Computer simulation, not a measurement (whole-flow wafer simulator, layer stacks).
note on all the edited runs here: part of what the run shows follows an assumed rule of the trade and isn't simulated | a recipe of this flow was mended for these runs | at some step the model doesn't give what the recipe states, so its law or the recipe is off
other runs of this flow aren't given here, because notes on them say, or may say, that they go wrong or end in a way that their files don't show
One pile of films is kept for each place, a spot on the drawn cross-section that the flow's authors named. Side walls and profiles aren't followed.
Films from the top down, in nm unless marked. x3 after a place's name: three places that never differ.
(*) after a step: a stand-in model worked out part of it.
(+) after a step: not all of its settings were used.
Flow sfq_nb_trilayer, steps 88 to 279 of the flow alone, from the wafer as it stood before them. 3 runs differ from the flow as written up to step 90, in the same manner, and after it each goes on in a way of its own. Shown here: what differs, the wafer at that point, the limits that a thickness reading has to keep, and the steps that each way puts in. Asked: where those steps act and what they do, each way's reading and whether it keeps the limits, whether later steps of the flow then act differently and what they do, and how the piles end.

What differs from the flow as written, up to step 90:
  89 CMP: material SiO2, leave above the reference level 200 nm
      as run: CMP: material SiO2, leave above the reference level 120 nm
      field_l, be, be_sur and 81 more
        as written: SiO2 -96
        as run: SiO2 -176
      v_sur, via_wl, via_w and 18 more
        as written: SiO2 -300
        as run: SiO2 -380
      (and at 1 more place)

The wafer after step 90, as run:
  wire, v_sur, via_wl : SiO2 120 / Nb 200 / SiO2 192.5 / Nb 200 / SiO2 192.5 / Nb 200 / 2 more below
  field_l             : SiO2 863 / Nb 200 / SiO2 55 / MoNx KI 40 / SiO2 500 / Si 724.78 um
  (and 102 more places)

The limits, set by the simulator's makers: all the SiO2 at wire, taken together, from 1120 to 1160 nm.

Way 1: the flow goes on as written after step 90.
  The reading after step 90: 1058 nm, outside the limits.
  Later steps of the flow that act differently than as written (8 more steps differ only slightly, by at most 2% or 0.5 nm, whichever is larger, and aren't shown):
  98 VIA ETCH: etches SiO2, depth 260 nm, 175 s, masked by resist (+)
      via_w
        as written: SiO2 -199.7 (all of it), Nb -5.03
        this way: SiO2 -119.7 (all of it), Nb -11.7
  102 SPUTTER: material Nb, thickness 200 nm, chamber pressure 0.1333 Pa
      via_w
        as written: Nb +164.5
        this way: Nb +180.6
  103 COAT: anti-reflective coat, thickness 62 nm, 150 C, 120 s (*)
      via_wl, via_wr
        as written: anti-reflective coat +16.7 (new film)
        this way: anti-reflective coat +14.9 (new film)
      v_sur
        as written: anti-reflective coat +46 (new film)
        this way: anti-reflective coat +44.4 (new film)
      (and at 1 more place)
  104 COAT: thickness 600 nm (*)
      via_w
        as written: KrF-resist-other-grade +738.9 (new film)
        this way: KrF-resist-other-grade +676.7 (new film)
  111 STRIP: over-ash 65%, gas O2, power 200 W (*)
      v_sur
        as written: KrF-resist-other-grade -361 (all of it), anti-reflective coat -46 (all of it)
        this way: KrF-resist-other-grade -368.1 (all of it), anti-reflective coat -44.4 (all of it)
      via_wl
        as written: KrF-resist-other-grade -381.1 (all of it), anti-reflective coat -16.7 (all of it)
        this way: KrF-resist-other-grade -391.2 (all of it), anti-reflective coat -14.9 (all of it)
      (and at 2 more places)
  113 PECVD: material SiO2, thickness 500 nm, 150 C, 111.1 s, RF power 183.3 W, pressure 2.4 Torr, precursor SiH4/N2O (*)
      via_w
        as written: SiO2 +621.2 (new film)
        this way: SiO2 +507.1 (new film)
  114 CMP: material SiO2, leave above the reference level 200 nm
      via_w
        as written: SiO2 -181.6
        this way: SiO2 -157.1
  At the end the piles differ from the flow's by more than 2% or 0.5 nm, whichever is larger, at field_l, v_sur, via_wl and 103 more.
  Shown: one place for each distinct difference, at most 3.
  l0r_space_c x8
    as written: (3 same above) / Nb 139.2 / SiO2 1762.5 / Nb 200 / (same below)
    this way: (3 same above) / Nb 139.2 / SiO2 1682.5 / Nb 200 / (same below)
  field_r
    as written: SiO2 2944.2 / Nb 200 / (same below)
    this way: SiO2 2864.2 / Nb 200 / (same below)
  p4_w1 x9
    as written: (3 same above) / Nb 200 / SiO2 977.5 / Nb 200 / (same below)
    this way: (3 same above) / Nb 200 / SiO2 897.5 / Nb 200 / (same below)

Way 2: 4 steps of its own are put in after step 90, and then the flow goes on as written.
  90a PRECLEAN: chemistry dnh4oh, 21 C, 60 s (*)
      changes no film at any place that is followed
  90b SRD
      changes no film at any place that is followed
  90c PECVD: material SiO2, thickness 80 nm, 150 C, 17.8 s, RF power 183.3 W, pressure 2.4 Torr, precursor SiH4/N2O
      field_l, v_sur, via_wl and 103 more
        SiO2 +80
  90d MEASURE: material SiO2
      changes no film at any place that is followed
  The reading after step 90d: 1138 nm, within the limits.
  No later step of the flow acts differently than as written at any place that is followed.
  At the end the piles are the same as the flow's at every place that both follow.

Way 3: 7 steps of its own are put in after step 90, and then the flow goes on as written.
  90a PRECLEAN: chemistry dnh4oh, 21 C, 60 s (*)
      changes no film at any place that is followed
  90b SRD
      changes no film at any place that is followed
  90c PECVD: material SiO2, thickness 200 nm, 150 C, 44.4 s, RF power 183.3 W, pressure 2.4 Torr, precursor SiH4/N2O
      field_l, v_sur, via_wl and 103 more
        SiO2 +200
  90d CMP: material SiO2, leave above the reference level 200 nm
      field_l, v_sur, via_wl and 103 more
        SiO2 -120
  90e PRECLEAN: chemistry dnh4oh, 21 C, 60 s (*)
      changes no film at any place that is followed
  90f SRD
      changes no film at any place that is followed
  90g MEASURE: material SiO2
      changes no film at any place that is followed
  The reading after step 90g: 1138 nm, within the limits.
  No later step of the flow acts differently than as written at any place that is followed.
  At the end the piles are the same as the flow's at every place that both follow.

Within the limits: way 2, way 3. Outside them: way 1.
